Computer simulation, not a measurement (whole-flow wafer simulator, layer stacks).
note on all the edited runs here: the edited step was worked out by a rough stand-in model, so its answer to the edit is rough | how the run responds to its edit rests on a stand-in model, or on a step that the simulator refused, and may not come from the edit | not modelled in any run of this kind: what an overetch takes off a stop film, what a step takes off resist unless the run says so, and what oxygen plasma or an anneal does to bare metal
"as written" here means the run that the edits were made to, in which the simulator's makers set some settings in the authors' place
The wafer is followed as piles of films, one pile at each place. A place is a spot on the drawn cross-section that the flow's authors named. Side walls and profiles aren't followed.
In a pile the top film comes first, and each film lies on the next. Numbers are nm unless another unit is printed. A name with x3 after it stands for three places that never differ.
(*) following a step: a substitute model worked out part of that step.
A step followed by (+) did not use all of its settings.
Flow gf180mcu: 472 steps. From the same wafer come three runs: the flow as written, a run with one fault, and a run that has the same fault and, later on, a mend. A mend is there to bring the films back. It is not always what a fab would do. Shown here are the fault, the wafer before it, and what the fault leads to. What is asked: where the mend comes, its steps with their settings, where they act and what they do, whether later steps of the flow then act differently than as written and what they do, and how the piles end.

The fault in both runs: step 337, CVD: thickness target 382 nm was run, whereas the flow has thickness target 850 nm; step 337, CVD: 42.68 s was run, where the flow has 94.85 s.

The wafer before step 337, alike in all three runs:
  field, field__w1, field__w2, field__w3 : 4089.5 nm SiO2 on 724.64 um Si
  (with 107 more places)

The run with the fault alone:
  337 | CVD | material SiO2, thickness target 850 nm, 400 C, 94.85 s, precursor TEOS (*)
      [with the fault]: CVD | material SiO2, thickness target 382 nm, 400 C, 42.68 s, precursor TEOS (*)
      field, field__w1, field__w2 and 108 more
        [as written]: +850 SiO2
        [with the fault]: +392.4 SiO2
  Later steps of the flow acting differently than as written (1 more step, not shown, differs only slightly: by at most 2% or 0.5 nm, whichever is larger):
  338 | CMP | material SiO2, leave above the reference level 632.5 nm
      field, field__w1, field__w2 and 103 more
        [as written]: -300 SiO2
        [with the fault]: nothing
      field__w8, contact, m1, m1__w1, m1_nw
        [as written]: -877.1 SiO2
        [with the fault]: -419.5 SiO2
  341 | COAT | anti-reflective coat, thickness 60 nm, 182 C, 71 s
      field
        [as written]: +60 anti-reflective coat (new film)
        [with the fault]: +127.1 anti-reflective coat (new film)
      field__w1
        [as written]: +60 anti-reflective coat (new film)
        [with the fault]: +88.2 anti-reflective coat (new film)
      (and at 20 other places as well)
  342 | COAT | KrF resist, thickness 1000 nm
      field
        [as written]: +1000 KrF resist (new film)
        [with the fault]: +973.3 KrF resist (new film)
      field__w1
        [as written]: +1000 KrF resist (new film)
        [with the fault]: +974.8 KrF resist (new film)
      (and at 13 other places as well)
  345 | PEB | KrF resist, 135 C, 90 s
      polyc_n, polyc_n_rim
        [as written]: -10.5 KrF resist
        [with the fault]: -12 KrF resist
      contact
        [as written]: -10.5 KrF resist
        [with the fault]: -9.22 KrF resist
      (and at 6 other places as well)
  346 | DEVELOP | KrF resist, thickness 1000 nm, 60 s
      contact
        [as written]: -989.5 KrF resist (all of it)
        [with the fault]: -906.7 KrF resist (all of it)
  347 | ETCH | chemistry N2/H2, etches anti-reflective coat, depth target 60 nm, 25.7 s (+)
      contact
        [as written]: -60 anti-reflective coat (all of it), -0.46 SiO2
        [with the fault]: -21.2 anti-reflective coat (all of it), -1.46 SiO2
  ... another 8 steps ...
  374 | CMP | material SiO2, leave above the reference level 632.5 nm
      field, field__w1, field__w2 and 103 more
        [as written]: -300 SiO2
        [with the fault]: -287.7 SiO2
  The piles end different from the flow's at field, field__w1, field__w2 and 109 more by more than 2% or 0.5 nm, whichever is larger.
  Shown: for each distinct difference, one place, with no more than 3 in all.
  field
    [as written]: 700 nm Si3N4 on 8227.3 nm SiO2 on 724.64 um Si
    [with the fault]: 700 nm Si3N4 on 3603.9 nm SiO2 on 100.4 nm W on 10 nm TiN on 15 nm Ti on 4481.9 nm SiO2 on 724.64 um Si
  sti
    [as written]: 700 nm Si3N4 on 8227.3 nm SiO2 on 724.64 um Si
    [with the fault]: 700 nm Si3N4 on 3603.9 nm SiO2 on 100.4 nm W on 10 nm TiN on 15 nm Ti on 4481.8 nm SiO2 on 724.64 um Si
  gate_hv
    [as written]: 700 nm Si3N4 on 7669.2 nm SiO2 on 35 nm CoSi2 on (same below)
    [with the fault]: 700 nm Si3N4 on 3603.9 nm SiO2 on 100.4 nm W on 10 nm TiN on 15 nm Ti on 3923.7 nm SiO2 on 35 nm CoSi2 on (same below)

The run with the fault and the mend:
  The mend follows step 337.
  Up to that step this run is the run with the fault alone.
  337a | CVD | material SiO2, thickness target 468 nm, 400 C, 52.22 s, precursor TEOS (*) (the flow's step 337, run once more with other settings)
      field, field__w1, field__w2 and 108 more
        +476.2 SiO2
  Later steps of the flow acting differently than as written:
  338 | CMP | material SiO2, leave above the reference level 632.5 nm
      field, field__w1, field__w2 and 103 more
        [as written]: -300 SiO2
        [with the mend]: -318.6 SiO2
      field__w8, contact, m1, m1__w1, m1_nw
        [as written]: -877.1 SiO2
        [with the mend]: -895.7 SiO2
  By the end, the piles equal the flow's at every place that both follow.
